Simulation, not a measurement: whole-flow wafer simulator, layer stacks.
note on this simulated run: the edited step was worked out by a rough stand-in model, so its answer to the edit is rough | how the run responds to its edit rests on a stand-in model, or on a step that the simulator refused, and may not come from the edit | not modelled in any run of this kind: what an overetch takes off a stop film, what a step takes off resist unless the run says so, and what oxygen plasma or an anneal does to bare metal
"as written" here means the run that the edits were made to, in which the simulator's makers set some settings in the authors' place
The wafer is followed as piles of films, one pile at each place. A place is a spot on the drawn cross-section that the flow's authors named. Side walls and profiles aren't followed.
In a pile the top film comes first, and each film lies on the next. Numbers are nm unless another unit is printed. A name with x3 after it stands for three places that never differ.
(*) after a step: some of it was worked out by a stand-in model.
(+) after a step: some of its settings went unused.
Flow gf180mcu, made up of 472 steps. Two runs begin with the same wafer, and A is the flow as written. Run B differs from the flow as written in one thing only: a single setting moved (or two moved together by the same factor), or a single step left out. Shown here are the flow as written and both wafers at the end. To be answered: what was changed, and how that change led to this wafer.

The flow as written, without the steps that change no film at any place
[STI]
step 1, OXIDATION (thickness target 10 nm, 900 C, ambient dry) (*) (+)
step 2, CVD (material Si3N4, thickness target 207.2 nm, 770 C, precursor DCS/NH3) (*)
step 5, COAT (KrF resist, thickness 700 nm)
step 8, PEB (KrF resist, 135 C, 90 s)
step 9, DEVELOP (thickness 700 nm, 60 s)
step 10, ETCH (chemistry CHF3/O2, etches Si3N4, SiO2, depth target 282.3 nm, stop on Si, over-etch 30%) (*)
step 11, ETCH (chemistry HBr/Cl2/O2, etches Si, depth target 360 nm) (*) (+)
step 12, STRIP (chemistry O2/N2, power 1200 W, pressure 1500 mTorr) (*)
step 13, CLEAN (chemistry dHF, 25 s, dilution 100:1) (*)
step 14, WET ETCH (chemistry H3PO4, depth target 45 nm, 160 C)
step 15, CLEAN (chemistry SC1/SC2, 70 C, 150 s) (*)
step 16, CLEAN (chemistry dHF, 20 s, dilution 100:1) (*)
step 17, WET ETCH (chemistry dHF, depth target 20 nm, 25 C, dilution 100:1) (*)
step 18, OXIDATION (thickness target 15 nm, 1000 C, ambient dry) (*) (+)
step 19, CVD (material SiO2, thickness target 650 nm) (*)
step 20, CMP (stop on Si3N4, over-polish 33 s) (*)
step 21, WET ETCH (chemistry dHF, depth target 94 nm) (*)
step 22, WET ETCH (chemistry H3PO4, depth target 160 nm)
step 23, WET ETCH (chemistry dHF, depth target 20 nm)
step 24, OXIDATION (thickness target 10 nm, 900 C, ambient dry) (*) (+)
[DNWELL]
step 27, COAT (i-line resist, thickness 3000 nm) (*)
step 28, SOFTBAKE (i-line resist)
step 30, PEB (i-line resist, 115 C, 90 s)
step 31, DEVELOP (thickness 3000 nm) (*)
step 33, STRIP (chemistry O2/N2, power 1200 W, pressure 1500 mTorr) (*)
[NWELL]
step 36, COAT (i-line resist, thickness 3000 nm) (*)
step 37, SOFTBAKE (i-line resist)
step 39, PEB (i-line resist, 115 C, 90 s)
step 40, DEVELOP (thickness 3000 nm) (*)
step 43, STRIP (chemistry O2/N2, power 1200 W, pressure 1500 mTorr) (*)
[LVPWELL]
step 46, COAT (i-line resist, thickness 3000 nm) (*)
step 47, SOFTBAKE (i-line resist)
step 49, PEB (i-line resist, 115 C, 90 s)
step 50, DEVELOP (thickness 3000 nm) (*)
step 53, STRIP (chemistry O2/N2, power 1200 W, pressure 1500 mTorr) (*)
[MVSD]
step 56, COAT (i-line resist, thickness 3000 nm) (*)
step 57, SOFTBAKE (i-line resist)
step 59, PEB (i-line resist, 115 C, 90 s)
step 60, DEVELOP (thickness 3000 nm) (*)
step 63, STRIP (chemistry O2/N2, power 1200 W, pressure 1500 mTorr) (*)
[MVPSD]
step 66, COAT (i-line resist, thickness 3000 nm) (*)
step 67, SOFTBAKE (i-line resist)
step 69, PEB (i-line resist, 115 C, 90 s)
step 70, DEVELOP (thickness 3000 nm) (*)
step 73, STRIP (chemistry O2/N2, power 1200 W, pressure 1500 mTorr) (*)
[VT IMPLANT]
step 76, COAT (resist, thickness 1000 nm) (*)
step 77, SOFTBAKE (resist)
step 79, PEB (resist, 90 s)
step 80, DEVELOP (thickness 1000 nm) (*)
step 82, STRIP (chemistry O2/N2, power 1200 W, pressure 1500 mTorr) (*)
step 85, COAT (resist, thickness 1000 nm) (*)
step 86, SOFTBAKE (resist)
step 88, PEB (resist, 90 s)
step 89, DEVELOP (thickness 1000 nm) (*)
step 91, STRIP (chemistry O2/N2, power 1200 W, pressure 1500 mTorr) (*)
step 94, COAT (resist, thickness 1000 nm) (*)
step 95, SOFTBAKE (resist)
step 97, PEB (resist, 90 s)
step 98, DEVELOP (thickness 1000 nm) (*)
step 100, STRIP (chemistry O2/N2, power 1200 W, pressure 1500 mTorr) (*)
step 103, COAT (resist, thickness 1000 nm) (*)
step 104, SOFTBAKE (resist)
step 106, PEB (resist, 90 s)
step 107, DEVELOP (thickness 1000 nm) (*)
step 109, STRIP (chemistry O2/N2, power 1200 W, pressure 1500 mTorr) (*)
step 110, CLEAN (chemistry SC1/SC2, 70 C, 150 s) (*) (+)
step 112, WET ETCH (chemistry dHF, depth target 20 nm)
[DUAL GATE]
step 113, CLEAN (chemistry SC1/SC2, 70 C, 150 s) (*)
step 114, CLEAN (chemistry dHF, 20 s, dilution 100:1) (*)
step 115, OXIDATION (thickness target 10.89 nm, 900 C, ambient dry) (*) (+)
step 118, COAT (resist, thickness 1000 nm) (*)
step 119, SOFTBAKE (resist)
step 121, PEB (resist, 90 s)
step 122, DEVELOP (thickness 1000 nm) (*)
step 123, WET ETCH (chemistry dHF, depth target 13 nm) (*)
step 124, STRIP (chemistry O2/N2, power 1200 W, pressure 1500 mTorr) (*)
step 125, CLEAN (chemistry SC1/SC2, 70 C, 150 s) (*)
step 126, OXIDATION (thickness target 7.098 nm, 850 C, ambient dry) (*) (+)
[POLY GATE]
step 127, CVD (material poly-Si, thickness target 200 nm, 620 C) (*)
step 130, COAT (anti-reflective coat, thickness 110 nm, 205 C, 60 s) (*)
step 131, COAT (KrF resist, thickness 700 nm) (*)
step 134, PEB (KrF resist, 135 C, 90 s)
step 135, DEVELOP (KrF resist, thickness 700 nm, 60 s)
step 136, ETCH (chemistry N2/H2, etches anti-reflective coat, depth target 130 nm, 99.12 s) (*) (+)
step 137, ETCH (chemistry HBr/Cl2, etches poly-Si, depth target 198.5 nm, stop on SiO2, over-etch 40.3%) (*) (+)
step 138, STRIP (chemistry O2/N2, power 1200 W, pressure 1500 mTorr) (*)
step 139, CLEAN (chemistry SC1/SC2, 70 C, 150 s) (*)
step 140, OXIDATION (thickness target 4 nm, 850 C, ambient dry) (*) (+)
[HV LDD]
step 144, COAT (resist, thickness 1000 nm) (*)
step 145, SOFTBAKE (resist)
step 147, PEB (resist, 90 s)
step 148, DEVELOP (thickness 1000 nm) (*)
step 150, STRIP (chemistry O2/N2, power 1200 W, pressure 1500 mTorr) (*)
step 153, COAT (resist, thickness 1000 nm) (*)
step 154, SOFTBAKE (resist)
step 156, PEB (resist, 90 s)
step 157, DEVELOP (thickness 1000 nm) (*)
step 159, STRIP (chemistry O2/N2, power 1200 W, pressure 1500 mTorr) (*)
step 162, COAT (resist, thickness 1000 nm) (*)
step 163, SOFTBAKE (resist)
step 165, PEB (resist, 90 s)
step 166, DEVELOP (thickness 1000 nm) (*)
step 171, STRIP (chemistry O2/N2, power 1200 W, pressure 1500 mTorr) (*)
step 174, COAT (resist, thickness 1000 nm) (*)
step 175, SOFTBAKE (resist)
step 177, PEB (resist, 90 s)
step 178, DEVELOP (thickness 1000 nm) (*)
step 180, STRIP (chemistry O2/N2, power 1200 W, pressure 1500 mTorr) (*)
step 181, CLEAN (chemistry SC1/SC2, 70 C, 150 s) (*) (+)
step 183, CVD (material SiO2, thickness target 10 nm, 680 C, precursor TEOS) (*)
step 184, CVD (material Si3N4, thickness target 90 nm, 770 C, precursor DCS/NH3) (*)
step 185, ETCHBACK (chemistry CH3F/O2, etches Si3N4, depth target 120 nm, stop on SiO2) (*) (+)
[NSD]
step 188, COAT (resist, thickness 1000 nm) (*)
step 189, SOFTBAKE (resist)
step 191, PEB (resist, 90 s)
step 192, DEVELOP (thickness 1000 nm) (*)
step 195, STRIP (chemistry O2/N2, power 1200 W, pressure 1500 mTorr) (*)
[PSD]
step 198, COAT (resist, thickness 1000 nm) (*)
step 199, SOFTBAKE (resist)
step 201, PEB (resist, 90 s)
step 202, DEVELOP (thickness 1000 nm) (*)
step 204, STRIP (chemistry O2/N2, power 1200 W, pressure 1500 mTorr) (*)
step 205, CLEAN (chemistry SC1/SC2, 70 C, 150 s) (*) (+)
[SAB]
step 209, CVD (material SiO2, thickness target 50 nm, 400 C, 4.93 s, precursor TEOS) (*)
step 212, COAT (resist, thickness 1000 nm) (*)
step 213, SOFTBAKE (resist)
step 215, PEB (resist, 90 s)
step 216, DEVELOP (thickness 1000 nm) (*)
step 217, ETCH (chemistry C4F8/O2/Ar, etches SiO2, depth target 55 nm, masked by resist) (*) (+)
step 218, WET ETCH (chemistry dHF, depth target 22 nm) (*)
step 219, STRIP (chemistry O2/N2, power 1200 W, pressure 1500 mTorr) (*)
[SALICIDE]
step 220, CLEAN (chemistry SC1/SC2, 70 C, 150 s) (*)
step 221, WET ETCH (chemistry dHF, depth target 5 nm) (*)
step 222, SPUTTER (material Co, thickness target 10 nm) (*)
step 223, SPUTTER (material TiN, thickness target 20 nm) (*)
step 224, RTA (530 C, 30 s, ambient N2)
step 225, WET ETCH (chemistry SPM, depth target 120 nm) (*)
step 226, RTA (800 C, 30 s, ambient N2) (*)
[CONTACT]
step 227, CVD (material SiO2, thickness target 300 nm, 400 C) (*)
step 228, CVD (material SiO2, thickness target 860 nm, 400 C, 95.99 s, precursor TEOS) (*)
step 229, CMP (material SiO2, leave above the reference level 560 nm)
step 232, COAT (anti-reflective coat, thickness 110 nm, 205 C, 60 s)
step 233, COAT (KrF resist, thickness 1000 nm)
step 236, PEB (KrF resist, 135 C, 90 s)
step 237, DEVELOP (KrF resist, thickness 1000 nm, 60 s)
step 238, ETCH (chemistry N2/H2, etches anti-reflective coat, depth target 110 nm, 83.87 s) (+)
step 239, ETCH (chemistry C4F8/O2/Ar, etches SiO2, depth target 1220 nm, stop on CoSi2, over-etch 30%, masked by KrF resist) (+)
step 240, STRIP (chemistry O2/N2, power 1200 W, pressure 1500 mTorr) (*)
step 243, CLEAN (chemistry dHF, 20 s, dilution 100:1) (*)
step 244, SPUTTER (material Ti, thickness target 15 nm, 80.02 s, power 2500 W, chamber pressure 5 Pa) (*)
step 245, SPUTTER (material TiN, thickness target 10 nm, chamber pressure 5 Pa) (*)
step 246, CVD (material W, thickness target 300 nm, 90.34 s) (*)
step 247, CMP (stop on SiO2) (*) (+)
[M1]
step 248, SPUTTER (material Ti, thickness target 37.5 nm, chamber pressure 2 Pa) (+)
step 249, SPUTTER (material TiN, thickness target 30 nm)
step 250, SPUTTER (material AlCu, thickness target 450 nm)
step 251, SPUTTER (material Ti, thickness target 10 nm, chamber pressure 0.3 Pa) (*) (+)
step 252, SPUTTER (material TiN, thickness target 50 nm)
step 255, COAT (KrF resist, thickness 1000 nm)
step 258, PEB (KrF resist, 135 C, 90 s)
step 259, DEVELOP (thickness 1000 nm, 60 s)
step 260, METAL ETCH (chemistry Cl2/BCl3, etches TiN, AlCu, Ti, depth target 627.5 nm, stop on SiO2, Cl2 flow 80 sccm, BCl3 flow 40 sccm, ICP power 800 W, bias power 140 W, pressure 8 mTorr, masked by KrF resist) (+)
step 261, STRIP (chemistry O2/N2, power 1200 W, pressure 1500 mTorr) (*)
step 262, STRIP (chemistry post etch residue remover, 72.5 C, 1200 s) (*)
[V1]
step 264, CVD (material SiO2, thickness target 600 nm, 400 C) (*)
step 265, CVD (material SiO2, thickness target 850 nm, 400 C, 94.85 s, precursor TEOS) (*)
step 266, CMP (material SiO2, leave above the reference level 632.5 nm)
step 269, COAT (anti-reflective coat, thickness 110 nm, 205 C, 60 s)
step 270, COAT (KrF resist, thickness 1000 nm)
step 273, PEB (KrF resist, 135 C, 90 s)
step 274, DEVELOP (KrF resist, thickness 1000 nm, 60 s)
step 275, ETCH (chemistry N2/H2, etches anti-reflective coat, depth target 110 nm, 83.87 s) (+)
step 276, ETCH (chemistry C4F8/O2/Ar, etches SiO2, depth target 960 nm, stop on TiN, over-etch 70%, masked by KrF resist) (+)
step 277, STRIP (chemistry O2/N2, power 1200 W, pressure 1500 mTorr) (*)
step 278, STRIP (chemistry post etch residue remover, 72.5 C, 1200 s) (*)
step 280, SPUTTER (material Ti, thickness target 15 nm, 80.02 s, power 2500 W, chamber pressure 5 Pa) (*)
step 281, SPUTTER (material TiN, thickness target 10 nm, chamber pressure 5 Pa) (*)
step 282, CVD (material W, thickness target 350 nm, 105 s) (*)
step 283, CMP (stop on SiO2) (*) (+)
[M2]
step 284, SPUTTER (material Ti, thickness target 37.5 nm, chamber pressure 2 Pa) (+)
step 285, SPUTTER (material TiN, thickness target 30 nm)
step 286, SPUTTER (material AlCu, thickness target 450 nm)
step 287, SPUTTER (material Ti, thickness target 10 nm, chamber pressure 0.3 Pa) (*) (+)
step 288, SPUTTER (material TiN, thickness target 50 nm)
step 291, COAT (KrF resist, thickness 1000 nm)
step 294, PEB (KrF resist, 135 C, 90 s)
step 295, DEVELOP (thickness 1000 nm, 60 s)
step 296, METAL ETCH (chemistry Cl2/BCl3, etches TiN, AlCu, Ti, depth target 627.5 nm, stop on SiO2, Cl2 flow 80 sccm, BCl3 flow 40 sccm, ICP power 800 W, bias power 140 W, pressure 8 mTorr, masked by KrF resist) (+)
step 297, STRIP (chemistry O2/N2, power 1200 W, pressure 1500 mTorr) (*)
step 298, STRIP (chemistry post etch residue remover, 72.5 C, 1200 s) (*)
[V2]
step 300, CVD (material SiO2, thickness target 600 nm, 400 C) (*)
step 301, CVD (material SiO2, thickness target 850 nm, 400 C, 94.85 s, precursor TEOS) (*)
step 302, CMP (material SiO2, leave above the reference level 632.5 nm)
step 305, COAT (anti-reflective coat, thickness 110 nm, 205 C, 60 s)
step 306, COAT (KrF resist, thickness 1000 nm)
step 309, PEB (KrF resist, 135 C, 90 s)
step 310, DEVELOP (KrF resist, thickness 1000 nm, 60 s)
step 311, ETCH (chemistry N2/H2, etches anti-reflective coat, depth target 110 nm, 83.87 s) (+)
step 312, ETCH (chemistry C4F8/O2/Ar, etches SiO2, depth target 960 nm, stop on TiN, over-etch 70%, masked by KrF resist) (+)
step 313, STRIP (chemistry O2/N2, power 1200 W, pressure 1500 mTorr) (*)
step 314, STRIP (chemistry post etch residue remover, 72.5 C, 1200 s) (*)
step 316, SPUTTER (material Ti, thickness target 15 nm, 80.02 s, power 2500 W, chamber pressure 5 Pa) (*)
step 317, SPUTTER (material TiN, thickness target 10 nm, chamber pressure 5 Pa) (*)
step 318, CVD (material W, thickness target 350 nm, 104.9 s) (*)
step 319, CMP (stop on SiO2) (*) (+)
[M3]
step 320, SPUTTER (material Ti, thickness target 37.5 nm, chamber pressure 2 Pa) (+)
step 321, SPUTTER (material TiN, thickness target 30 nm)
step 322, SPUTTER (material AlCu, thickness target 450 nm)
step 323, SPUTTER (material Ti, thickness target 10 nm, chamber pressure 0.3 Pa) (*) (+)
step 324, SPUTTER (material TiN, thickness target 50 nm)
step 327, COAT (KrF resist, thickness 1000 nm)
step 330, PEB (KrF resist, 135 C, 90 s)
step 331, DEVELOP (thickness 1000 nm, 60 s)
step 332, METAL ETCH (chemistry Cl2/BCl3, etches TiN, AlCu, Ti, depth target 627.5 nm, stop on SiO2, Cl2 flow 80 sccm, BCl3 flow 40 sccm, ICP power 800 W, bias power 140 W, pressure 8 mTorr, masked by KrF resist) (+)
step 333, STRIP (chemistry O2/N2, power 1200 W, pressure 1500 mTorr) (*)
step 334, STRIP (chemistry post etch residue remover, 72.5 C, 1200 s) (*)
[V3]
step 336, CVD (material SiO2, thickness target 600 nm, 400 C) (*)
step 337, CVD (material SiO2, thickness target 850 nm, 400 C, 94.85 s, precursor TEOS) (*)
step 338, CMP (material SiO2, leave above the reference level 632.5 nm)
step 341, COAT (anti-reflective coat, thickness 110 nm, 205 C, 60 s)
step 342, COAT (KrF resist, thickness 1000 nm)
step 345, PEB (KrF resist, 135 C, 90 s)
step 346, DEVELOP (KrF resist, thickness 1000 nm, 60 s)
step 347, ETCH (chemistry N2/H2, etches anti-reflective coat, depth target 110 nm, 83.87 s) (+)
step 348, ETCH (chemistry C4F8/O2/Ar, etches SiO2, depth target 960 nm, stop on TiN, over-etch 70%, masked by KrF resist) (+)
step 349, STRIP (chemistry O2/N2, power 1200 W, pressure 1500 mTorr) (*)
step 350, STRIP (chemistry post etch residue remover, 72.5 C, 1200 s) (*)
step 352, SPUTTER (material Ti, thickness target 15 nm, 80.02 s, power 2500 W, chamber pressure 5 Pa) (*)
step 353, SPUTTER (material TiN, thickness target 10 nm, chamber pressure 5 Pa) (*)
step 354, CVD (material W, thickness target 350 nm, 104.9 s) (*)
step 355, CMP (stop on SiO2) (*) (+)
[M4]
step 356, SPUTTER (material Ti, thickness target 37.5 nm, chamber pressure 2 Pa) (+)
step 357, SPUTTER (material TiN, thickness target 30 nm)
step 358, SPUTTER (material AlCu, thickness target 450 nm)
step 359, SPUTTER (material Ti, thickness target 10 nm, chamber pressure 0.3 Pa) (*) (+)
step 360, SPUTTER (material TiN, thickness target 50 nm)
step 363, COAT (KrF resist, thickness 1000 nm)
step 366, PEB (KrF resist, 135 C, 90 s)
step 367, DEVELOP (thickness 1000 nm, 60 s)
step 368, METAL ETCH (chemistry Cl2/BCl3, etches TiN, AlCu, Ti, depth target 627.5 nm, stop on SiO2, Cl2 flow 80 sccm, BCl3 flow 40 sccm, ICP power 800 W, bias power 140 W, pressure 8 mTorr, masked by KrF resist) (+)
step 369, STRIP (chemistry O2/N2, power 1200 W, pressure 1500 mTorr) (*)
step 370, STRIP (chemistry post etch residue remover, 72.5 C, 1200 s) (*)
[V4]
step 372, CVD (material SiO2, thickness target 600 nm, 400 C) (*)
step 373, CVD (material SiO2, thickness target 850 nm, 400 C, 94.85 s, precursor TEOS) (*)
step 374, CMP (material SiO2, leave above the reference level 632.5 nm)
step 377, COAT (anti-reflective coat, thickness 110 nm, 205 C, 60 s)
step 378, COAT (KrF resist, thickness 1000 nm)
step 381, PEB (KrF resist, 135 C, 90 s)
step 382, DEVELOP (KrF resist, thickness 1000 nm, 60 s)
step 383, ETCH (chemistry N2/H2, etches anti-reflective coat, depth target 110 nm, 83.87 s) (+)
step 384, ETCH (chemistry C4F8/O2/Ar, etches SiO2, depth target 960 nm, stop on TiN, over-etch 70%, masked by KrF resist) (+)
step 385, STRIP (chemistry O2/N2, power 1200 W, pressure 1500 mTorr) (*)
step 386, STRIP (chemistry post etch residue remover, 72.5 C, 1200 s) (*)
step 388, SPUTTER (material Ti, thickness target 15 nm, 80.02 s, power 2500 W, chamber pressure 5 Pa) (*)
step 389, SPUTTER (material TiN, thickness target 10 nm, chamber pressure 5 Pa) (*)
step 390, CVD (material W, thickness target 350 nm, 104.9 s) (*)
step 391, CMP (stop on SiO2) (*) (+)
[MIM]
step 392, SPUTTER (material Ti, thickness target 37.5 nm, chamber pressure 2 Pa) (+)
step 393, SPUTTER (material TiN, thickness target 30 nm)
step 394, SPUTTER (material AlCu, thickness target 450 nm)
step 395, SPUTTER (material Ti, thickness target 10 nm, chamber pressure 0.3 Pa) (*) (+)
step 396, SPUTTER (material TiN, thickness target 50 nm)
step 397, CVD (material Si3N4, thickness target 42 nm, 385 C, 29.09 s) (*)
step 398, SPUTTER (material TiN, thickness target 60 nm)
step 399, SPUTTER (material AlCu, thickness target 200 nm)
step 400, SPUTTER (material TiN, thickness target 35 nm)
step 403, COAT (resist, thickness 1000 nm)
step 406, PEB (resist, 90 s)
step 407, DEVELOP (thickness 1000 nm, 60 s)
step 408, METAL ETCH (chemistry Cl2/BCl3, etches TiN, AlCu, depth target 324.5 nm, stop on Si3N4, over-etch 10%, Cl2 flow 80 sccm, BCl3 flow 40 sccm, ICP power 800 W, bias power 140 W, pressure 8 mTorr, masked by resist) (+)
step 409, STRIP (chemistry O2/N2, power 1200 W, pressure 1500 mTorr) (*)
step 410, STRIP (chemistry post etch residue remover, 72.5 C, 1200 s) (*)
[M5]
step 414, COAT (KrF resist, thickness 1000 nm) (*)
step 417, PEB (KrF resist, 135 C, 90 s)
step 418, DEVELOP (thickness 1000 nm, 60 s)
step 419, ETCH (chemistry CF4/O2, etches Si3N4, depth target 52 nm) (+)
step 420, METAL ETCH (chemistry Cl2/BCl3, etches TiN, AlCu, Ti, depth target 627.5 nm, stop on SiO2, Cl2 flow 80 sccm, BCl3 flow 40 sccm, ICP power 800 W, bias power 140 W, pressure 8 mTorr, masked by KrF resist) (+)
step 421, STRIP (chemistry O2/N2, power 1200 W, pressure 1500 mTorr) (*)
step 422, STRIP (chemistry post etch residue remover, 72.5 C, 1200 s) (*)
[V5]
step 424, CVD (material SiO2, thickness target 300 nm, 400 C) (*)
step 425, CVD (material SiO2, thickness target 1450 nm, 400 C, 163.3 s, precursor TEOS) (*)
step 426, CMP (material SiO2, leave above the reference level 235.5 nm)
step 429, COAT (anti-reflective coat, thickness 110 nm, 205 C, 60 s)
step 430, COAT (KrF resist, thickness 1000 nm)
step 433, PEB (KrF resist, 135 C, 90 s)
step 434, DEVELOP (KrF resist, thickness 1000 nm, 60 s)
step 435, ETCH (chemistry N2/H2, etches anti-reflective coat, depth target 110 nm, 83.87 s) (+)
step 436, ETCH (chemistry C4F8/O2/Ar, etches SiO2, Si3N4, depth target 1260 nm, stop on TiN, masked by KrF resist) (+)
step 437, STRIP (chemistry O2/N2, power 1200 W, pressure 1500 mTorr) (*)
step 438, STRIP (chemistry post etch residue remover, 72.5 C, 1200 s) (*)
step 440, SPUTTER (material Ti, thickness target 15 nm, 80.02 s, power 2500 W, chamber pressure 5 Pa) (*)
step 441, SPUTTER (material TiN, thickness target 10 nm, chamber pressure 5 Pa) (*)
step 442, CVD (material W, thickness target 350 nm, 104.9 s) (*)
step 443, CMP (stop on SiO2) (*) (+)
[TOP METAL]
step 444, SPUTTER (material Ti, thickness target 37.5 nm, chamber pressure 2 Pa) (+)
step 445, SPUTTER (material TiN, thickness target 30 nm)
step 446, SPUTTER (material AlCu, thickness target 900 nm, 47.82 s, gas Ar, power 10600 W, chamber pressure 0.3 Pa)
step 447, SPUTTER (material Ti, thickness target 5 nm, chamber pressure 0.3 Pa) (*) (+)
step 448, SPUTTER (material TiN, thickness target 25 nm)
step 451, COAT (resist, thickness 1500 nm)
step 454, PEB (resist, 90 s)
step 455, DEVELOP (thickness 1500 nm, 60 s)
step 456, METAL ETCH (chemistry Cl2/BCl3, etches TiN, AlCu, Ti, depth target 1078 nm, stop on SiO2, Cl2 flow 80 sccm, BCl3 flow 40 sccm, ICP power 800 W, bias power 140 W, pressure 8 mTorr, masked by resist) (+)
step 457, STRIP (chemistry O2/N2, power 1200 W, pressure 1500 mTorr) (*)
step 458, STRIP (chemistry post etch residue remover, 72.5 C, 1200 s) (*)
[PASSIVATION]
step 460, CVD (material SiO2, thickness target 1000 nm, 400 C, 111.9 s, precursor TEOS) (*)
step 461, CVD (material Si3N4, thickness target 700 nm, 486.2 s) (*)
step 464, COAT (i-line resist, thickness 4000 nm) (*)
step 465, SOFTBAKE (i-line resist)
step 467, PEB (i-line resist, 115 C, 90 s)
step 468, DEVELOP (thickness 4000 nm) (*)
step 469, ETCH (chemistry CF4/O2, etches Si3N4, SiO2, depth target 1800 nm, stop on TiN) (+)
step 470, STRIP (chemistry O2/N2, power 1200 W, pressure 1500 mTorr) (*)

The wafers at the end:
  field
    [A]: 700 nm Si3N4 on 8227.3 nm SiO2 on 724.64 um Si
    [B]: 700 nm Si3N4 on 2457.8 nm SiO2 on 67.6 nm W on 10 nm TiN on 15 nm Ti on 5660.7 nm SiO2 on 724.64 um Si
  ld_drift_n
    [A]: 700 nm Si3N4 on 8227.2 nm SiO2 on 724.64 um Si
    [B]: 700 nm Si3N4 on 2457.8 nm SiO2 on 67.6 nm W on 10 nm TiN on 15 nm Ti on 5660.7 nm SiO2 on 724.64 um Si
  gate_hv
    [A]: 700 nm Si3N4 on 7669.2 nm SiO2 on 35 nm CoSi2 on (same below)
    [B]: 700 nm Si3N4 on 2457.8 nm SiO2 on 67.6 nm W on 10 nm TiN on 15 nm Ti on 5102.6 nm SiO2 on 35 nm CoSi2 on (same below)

Cause: step 373, CVD: thickness target 425 nm was run, though the flow has thickness target 850 nm.

How this came from the change, step by step:
  step 373, CVD (material SiO2, thickness target 850 nm, 400 C, 94.85 s, precursor TEOS) (*)
      field, field__w1, field__w2 and 108 more: A +850 SiO2 | B +425 SiO2
  step 374, CMP (material SiO2, leave above the reference level 632.5 nm)
      field, field__w1, field__w2 and 103 more: A -300 SiO2 | B nothing
      field__w8, contact, m1, m1__w1, m1_nw: A -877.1 SiO2 | B -452.1 SiO2
  step 377, COAT (anti-reflective coat, thickness 110 nm, 205 C, 60 s)
      active, gate_p_hv5: A +110 anti-reflective coat (new film) | B +107.7 anti-reflective coat (new film)
      field: A +110 anti-reflective coat (new film) | B +156.5 anti-reflective coat (new film)
      (as well as at 21 more places)
  step 378, COAT (KrF resist, thickness 1000 nm)
      field: A +1000 KrF resist (new film) | B +976.4 KrF resist (new film)
      n_well: A +1000 KrF resist (new film) | B +979.2 KrF resist (new film)
      (as well as at 6 more places)
  step 382, DEVELOP (KrF resist, thickness 1000 nm, 60 s)
      contact: A -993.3 KrF resist (all of it) | B -961 KrF resist (all of it)
  step 383, ETCH (chemistry N2/H2, etches anti-reflective coat, depth target 110 nm, 83.87 s) (+)
      contact: A -110 anti-reflective coat (all of it), -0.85 SiO2 | B -37.7 anti-reflective coat (all of it), -2.7 SiO2
  step 385, STRIP (chemistry O2/N2, power 1200 W, pressure 1500 mTorr) (*)
      field: A -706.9 KrF resist (all of it), -110 anti-reflective coat (all of it) | B -683.5 KrF resist (all of it), -156.5 anti-reflective coat (all of it)
      field__w1: A -706.9 KrF resist (all of it), -110 anti-reflective coat (all of it) | B -715.9 KrF resist (all of it), -107.4 anti-reflective coat (all of it)
      (as well as at 21 more places)
  step 388, SPUTTER (material Ti, thickness target 15 nm, 80.02 s, power 2500 W, chamber pressure 5 Pa) (*)
      contact: A +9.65 Ti (new film) | B +10.4 Ti (new film)
  step 390, CVD (material W, thickness target 350 nm, 104.9 s) (*)
      contact: A +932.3 W (new film) | B +806 W (new film)
  step 391, CMP (stop on SiO2) (*) (+)
      field, field__w1, field__w2 and 103 more: A -350 W (all of it), -10 TiN (all of it), -15 Ti (all of it), -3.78 SiO2 | B -270 W
      field__w8, m1, m1__w1, m1_nw: A -350 W (all of it), -10 TiN (all of it), -15 Ti (all of it), -3.78 SiO2 | B -350 W (all of it), -10 TiN (all of it), -15 Ti (all of it), -20 SiO2
      (as well as at 1 more place)
  step 420, METAL ETCH (chemistry Cl2/BCl3, etches TiN, AlCu, Ti, depth target 627.5 nm, stop on SiO2, Cl2 flow 80 sccm, BCl3 flow 40 sccm, ICP power 800 W, bias power 140 W, pressure 8 mTorr, masked by KrF resist) (+)
      field, field__w1, field__w2 and 101 more: A -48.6 TiN (all of it), -10 Ti (all of it), -450 AlCu (all of it), -30 TiN (all of it), -37.5 Ti (all of it) | B -48.6 TiN (all of it), -10 Ti (all of it), -450 AlCu (all of it), -30 TiN (all of it), -37.5 Ti (all of it), -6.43 W
  step 422, STRIP (chemistry post etch residue remover, 72.5 C, 1200 s) (*)
      field, field__w1, field__w2 and 101 more: A nothing | B -6.01 W
  step 424, CVD (material SiO2, thickness target 300 nm, 400 C) (*)
      field, field__w1, field__w2 and 101 more: A +300 SiO2 | B +300 SiO2 (new film)
  step 426, CMP (material SiO2, leave above the reference level 235.5 nm)
      field, field__w1, field__w5 and 92 more: A -300.8 SiO2 | B -288.4 SiO2
      field__w2, field__w3, field__w12 and 6 more: A -272.7 SiO2 | B -259.7 SiO2
Taking metal films that touch as one body, field has 1 body; the flow as written gives 0 bodies.
Taking metal films that touch as one body, ld_drift_n has 1 body; the flow as written gives 0 bodies.
Taking metal films that touch as one body, gate_hv has 2 bodies (between them, from the top down: SiO2 5102.6); the flow as written gives 1 body.
